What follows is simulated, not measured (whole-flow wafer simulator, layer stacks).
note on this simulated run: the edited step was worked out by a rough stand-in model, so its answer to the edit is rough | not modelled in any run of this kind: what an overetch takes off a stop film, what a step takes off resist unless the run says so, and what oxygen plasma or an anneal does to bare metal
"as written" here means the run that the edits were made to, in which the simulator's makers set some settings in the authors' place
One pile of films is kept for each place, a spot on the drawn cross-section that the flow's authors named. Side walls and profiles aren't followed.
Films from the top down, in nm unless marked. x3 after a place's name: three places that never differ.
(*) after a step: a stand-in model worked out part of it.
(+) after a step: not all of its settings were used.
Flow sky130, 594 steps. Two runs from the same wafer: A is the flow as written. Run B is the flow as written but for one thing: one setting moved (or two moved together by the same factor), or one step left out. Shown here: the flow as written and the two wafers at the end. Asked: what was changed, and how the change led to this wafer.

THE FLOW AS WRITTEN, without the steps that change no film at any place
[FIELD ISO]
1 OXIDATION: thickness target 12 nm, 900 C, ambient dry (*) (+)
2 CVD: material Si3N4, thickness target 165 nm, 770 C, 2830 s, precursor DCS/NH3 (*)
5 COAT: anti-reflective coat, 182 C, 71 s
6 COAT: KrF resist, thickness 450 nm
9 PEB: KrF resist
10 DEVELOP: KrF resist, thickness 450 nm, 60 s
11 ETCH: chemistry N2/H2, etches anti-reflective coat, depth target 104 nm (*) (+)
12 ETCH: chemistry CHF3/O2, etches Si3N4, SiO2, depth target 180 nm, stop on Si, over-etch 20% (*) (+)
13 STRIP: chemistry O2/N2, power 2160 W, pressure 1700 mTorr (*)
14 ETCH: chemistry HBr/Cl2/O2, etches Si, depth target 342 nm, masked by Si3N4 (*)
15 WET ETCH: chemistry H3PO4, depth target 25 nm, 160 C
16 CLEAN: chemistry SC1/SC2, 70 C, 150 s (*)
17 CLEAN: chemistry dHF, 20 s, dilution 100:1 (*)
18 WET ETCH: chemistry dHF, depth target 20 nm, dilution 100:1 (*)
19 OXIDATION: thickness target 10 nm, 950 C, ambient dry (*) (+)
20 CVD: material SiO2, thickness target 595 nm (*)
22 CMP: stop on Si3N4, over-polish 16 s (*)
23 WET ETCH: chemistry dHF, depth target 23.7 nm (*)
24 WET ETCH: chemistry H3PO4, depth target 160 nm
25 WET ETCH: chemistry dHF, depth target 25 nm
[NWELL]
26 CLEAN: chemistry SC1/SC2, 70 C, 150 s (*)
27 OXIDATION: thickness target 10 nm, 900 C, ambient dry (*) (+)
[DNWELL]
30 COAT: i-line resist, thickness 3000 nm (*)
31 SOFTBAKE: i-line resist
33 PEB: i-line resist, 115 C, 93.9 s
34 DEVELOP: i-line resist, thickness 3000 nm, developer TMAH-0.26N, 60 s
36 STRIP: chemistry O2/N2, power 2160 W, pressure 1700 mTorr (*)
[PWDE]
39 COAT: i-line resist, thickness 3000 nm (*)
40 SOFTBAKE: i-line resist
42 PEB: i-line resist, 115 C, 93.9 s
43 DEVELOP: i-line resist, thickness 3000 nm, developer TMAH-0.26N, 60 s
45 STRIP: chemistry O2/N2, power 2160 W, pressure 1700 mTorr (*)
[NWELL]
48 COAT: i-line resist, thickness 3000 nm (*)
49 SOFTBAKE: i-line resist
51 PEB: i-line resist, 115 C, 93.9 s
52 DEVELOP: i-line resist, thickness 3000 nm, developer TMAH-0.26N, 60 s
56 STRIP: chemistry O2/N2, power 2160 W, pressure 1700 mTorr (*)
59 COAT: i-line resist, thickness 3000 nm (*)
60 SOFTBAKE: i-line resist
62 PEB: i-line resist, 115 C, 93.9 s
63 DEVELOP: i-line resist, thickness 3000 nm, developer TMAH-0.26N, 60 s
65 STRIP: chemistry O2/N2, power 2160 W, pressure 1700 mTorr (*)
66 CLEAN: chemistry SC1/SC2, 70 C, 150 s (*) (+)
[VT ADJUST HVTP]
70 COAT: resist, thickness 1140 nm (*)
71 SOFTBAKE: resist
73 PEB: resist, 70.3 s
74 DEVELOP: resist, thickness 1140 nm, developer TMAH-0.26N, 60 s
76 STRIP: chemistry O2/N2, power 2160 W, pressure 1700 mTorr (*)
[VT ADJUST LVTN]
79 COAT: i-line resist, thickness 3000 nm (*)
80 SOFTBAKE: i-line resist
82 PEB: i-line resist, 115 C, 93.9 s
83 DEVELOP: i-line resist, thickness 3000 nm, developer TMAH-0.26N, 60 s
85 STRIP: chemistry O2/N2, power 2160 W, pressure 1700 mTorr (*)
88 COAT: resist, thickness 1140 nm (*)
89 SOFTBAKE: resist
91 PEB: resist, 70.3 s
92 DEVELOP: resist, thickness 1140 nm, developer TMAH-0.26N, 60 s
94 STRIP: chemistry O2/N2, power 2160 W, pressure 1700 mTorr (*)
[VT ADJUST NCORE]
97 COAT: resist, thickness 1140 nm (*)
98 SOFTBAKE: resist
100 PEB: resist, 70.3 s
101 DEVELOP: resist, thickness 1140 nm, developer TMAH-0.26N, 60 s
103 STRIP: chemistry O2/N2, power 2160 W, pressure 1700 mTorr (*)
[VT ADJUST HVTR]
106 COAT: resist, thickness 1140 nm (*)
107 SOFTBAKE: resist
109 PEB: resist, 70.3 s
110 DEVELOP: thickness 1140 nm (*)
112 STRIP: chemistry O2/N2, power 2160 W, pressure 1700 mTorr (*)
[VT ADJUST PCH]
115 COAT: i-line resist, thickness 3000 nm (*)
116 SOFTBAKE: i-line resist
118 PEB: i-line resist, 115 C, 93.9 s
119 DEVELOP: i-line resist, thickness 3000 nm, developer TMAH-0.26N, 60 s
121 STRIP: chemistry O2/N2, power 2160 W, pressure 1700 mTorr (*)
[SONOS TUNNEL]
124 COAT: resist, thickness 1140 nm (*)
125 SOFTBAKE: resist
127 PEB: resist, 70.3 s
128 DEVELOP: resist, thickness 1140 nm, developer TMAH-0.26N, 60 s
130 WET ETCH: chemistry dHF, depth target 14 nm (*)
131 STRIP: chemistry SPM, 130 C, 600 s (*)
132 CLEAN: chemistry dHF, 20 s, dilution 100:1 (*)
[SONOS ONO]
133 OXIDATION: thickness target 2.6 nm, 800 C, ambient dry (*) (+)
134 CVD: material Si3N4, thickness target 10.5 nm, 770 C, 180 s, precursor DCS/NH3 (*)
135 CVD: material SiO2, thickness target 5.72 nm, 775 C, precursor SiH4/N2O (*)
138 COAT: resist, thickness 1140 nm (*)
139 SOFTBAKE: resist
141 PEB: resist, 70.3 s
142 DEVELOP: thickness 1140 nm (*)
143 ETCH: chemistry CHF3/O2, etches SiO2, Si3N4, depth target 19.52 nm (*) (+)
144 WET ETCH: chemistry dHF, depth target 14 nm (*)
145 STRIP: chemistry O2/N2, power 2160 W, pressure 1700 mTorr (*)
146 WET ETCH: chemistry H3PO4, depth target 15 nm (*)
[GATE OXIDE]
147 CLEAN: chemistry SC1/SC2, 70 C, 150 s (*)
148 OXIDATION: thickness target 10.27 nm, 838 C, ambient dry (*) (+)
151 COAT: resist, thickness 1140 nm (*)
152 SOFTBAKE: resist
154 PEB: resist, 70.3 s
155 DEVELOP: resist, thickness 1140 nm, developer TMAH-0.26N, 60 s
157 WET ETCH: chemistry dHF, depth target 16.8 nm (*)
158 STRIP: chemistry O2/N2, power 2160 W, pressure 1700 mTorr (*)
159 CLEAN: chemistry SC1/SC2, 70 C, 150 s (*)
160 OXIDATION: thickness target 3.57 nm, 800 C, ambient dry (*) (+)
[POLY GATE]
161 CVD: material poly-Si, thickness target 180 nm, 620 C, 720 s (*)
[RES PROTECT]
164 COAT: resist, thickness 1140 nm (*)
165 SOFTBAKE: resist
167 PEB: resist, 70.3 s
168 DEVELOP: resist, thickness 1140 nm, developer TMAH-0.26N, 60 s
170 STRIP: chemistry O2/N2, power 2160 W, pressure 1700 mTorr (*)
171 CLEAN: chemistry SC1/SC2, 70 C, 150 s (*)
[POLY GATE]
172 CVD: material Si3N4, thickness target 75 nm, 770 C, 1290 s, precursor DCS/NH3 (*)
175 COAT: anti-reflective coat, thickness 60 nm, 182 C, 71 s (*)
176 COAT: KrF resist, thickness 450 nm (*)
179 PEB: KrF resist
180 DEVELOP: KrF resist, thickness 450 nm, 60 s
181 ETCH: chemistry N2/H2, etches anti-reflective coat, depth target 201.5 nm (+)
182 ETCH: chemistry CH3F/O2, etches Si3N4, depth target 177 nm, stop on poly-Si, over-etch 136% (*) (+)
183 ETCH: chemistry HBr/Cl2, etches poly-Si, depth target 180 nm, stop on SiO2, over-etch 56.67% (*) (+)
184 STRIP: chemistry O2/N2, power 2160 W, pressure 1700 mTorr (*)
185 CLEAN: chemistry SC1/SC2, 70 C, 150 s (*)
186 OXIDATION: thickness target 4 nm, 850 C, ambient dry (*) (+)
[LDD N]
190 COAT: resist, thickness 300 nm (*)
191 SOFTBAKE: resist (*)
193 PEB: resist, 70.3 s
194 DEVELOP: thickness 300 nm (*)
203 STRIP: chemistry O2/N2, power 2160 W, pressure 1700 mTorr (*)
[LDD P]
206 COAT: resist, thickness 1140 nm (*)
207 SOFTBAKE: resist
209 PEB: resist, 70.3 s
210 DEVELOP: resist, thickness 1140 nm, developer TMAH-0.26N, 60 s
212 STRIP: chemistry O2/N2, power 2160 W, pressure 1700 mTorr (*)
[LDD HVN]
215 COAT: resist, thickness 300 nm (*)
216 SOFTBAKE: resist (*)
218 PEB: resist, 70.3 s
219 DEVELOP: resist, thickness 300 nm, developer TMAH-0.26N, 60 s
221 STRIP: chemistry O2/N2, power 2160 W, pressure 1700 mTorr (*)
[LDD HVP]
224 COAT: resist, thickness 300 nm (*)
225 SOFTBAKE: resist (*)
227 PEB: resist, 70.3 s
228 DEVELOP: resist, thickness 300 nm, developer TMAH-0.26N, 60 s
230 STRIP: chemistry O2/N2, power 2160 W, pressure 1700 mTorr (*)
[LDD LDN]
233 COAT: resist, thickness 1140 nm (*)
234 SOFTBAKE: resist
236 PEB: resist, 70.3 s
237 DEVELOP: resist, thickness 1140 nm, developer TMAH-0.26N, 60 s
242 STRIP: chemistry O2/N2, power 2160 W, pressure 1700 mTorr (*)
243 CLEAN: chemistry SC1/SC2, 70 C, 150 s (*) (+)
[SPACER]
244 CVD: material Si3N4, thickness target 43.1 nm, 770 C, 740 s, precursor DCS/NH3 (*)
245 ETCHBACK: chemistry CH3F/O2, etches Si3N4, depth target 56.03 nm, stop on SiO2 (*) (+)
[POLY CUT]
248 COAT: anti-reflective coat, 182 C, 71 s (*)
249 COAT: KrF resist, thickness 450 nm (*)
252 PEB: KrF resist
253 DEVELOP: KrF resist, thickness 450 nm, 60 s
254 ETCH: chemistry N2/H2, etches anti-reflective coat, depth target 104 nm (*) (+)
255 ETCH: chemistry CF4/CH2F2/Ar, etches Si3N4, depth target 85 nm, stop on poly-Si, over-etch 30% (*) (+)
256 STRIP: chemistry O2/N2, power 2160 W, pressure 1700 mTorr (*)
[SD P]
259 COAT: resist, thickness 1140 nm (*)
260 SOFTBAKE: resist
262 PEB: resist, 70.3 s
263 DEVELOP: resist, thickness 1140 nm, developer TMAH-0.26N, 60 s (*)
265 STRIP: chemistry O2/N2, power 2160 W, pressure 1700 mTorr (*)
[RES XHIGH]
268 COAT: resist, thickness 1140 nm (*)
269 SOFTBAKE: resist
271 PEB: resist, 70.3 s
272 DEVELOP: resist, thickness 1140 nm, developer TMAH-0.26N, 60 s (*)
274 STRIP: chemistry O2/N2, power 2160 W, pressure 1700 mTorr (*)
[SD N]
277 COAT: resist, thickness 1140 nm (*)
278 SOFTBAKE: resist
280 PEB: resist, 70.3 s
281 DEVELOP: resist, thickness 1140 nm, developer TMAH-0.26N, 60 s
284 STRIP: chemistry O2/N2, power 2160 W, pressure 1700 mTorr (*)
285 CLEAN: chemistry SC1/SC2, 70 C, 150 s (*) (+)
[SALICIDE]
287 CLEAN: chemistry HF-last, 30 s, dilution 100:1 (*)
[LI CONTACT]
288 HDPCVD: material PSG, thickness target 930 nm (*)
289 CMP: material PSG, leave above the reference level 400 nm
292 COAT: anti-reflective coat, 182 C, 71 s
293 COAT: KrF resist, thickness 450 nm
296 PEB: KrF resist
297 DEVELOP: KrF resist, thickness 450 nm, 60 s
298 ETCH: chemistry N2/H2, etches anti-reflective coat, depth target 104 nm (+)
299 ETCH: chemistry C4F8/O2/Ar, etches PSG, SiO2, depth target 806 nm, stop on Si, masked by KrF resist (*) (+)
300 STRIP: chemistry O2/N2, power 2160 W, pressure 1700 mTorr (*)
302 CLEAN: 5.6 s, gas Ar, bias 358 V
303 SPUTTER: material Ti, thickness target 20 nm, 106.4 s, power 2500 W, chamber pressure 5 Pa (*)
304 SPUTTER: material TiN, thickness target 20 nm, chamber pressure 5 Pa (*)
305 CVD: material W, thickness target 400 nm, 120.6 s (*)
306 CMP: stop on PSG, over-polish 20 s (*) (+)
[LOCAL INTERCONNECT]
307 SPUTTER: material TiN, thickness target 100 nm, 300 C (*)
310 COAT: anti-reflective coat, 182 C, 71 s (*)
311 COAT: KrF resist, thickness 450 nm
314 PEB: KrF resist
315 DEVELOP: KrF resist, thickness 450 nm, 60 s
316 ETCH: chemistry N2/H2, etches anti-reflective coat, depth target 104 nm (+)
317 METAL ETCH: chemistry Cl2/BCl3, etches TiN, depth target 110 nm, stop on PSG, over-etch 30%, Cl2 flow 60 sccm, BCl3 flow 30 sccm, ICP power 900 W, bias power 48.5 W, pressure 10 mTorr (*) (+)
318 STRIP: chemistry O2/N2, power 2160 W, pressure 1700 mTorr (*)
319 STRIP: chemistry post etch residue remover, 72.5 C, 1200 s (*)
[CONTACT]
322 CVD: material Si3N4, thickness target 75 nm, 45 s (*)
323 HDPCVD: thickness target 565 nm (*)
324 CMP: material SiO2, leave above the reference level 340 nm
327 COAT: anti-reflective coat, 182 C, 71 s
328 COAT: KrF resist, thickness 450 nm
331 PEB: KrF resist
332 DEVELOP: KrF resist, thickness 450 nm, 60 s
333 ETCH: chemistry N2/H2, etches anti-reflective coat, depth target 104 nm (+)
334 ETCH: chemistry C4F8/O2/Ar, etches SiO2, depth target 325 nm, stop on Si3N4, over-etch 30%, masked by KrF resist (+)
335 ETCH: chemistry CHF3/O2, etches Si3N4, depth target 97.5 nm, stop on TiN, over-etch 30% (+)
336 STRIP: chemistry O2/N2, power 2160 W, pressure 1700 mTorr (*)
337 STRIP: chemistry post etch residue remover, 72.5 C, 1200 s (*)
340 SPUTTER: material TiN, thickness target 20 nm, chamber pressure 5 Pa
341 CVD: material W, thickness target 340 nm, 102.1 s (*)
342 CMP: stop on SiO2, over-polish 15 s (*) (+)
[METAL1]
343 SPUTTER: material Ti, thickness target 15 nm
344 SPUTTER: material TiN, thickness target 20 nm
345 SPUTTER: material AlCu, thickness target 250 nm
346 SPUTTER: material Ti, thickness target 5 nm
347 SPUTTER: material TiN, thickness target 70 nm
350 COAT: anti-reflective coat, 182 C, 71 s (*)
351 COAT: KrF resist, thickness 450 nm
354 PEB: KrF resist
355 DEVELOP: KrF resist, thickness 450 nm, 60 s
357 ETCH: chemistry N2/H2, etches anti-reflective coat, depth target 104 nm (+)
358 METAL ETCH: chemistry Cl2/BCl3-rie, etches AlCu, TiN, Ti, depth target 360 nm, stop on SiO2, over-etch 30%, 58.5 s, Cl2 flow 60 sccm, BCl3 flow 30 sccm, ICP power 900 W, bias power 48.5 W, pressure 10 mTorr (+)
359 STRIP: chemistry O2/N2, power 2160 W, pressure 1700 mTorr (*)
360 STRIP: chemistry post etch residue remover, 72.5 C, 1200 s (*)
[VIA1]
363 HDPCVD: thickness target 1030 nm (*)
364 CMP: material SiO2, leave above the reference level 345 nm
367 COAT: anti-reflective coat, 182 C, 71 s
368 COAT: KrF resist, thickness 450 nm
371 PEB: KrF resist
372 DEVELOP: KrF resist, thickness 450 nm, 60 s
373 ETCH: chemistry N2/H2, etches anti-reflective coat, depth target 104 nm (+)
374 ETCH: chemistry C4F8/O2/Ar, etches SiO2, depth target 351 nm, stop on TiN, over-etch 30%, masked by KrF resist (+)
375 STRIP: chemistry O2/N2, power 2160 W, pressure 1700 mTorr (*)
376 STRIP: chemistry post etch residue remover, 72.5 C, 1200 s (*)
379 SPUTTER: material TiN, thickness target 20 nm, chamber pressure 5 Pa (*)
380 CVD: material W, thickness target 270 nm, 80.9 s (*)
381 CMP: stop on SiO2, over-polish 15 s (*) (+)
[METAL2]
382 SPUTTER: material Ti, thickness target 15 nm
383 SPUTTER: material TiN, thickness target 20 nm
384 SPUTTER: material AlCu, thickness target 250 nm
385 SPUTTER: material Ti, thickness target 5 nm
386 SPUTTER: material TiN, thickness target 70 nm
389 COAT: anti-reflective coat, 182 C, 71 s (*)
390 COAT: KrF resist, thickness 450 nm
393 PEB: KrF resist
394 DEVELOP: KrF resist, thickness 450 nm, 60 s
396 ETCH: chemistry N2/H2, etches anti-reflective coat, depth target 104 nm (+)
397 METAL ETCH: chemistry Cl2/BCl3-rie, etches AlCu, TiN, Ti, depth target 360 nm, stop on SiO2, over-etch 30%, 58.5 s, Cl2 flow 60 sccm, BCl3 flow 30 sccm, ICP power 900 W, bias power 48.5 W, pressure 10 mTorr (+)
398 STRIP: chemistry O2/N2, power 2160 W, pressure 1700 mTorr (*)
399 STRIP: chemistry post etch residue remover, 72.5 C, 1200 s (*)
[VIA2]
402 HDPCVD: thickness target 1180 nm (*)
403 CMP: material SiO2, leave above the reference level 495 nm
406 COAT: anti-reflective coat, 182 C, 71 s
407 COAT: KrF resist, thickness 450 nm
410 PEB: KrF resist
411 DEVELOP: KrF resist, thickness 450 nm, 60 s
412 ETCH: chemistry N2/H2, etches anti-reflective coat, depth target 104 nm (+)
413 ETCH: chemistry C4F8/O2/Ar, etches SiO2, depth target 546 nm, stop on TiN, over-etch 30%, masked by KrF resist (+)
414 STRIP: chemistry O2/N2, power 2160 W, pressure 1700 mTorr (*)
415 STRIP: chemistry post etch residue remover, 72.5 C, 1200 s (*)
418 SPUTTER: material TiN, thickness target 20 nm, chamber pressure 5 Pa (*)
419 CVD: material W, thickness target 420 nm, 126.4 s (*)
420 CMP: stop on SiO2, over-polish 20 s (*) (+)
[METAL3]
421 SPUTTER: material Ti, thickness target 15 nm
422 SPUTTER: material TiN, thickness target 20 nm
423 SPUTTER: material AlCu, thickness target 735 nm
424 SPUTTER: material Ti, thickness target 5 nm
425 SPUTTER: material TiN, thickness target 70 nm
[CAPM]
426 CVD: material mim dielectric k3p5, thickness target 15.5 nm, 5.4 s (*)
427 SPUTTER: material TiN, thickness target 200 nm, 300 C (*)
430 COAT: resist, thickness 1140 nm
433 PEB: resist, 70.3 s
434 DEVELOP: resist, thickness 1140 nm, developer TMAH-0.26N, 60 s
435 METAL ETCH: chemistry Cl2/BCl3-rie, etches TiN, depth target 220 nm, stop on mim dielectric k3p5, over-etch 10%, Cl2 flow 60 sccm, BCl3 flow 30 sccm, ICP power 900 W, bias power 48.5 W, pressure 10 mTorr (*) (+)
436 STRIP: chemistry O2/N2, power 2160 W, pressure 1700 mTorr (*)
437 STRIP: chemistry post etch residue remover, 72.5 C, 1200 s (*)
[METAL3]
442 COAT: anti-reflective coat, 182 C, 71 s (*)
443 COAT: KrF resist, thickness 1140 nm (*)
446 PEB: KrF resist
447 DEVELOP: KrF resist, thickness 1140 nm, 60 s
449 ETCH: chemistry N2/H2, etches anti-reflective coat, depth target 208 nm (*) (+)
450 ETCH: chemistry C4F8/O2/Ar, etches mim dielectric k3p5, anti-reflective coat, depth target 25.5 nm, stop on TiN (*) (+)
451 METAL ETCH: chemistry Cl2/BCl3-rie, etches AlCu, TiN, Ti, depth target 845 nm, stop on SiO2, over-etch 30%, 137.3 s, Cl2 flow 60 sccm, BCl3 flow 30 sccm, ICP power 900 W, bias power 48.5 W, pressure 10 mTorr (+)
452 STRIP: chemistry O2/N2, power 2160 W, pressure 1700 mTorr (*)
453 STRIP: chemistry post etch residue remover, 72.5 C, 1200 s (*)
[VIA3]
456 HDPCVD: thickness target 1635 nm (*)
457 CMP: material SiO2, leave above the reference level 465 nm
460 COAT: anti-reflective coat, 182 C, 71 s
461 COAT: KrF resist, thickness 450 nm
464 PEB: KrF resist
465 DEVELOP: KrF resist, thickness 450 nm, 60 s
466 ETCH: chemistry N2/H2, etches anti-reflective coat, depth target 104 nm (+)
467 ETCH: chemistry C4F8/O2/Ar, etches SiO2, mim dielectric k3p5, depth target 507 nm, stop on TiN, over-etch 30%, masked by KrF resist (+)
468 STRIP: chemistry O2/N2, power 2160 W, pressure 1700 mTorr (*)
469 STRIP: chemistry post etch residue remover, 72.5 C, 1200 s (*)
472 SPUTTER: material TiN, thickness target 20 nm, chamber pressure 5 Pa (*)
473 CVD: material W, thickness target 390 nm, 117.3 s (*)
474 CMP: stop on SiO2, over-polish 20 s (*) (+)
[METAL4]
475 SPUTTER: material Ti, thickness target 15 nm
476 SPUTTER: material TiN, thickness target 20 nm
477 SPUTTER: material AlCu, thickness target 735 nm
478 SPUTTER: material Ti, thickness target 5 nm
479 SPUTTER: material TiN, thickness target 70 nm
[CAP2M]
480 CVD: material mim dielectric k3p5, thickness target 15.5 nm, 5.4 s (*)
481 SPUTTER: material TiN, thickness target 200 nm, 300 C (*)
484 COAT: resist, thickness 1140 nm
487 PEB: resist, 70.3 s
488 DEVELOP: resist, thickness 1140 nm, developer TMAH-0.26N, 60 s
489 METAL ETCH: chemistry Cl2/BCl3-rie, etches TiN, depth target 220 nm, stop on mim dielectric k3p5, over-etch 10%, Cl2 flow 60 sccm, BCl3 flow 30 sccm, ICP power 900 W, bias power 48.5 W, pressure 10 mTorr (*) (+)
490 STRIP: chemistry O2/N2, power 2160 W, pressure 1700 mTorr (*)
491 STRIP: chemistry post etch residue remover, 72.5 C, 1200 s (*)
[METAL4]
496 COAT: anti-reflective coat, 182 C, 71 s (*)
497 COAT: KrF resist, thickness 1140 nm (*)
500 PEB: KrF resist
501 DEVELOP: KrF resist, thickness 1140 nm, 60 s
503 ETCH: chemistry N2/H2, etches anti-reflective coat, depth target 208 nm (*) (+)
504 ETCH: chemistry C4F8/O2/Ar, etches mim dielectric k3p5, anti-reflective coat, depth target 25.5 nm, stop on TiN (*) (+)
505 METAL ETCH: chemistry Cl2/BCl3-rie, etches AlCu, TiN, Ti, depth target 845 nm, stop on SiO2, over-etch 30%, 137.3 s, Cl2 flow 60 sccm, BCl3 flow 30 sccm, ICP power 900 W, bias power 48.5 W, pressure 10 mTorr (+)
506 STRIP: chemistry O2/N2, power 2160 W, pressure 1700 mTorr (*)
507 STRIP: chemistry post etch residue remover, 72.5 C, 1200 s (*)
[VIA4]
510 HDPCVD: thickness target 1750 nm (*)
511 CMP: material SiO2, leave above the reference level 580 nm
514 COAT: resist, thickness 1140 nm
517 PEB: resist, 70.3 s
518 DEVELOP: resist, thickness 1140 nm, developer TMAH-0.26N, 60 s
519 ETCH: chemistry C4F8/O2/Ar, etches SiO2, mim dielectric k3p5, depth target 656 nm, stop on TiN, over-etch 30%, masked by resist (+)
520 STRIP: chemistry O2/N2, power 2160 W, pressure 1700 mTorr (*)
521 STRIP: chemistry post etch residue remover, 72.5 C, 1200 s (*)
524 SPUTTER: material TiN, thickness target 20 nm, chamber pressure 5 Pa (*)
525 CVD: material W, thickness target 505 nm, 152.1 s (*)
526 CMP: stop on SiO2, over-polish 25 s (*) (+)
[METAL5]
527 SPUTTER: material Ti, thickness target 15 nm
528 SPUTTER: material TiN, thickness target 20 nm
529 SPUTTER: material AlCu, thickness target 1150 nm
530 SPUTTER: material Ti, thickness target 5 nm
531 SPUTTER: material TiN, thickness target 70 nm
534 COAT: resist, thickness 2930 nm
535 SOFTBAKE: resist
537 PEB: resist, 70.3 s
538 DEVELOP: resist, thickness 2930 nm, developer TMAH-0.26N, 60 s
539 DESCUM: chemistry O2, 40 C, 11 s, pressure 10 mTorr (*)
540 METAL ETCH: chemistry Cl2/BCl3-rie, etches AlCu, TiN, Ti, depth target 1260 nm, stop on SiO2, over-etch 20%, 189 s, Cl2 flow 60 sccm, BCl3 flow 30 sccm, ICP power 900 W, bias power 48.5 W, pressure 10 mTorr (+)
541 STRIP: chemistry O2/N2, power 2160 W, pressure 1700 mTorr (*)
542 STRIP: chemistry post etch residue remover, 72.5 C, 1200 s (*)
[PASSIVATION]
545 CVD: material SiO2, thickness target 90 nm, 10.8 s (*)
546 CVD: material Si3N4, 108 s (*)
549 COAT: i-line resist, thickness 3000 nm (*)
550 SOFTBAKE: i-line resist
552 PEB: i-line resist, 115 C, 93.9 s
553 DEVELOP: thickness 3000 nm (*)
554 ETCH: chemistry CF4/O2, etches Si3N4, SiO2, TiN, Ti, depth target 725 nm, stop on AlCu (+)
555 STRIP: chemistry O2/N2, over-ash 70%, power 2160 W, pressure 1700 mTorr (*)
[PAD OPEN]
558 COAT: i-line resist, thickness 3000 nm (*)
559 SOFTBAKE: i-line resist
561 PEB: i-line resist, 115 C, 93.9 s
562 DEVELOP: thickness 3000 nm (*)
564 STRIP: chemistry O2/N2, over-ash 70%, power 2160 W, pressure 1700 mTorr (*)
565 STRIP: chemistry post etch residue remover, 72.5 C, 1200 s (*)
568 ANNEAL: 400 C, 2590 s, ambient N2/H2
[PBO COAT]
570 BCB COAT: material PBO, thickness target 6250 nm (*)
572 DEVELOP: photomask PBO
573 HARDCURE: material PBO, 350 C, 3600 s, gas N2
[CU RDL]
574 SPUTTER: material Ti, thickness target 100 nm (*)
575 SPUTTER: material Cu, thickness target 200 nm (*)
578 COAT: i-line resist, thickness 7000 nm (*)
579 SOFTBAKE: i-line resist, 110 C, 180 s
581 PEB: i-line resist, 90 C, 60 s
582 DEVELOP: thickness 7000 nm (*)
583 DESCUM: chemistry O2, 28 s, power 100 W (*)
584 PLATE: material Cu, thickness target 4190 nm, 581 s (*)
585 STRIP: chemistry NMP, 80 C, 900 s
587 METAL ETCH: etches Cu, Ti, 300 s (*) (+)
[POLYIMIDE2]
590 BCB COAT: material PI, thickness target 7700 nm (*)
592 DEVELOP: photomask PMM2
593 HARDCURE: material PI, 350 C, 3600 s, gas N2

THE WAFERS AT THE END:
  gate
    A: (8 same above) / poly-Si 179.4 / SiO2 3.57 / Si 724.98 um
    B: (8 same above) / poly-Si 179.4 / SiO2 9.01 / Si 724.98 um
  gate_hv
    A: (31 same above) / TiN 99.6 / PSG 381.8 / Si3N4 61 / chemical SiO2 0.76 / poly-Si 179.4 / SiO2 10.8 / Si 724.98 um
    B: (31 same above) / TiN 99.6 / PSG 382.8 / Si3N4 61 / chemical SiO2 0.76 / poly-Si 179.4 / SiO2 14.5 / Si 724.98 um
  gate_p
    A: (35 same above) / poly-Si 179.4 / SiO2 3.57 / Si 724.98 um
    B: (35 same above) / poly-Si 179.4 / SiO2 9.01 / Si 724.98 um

The cause: step 160, OXIDATION: 920 C was run, where the flow has 800 C.

How the change led to this, step by step:
  160 OXIDATION: thickness target 3.57 nm, 800 C, ambient dry (*) (+)
      mim, vpp_sp, vpp_ln and 48 more: A SiO2 +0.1 | B SiO2 +0.9, Si -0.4
      dext_nw_sti, drift_dnw_fp, wcut_fox_pw and 16 more: A SiO2 +0.09 | B SiO2 +0.87, Si -0.38
      (and at 118 more places)
  175 COAT: anti-reflective coat, thickness 60 nm, 182 C, 71 s (*)
      p_well, sd_n, sd_p, contact: A anti-reflective coat +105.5 (new film) | B anti-reflective coat +103 (new film)
      field: A anti-reflective coat +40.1 (new film) | B anti-reflective coat +41 (new film)
      (and at 26 more places)
  181 ETCH: chemistry N2/H2, etches anti-reflective coat, depth target 201.5 nm (+)
      p_well, sd_n, sd_p, contact: A anti-reflective coat -105.5 (all of it), Si3N4 -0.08 | B anti-reflective coat -103 (all of it), Si3N4 -0.09
      field: A anti-reflective coat -40.1 (all of it), Si3N4 -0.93 | B anti-reflective coat -41 (all of it), Si3N4 -0.9
      (and at 15 more places)
  184 STRIP: chemistry O2/N2, power 2160 W, pressure 1700 mTorr (*)
      n_well: A KrF resist -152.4 (all of it), anti-reflective coat -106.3 (all of it) | B KrF resist -154 (all of it), anti-reflective coat -103.9 (all of it)
      sonos_cell: A KrF resist -172.8 (all of it), anti-reflective coat -62.3 (all of it) | B KrF resist -173.8 (all of it), anti-reflective coat -63.6 (all of it)
      (and at 9 more places)
  190 COAT: resist, thickness 300 nm (*)
      n_well: A resist +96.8 (new film) | B resist +94.3 (new film)
  203 STRIP: chemistry O2/N2, power 2160 W, pressure 1700 mTorr (*)
      n_well: A resist -95.8 (all of it) | B resist -93.3 (all of it)
  215 COAT: resist, thickness 300 nm (*)
      n_well: A resist +96.8 (new film) | B resist +94.3 (new film)
  221 STRIP: chemistry O2/N2, power 2160 W, pressure 1700 mTorr (*)
      n_well: A resist -95.8 (all of it) | B resist -93.3 (all of it)
  224 COAT: resist, thickness 300 nm (*)
      n_well: A resist +96.8 (new film) | B resist +94.3 (new film)
  230 STRIP: chemistry O2/N2, power 2160 W, pressure 1700 mTorr (*)
      n_well: A resist -95.8 (all of it) | B resist -93.3 (all of it)
  248 COAT: anti-reflective coat, 182 C, 71 s (*)
      m1: A anti-reflective coat +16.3 (new film) | B anti-reflective coat +15.2 (new film)
      gate_p: A anti-reflective coat +55 (new film) | B anti-reflective coat +53.7 (new film)
      (and at 21 more places)
  256 STRIP: chemistry O2/N2, power 2160 W, pressure 1700 mTorr (*)
      m1: A KrF resist -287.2 (all of it), anti-reflective coat -16.3 (all of it) | B KrF resist -287.4 (all of it), anti-reflective coat -15.2 (all of it)
      gate_p: A KrF resist -287.5 (all of it), anti-reflective coat -55 (all of it) | B KrF resist -287.2 (all of it), anti-reflective coat -53.7 (all of it)
      (and at 21 more places)
  299 ETCH: chemistry C4F8/O2/Ar, etches PSG, SiO2, depth target 806 nm, stop on Si, masked by KrF resist (*) (+)
      contact, ndiff_licon, ndiff_licon_cpp: A PSG -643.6 (all of it), SiO2 -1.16 (all of it) | B PSG -643.7 (all of it), SiO2 -6.33 (all of it)
  303 SPUTTER: material Ti, thickness target 20 nm, 106.4 s, power 2500 W, chamber pressure 5 Pa (*)
      ndiff_licon_cpp: A Ti +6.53 (new film) | B Ti +7.17 (new film)
  306 CMP: stop on PSG, over-polish 20 s (*) (+)
      poly_licon: A W -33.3 | B W -30.7
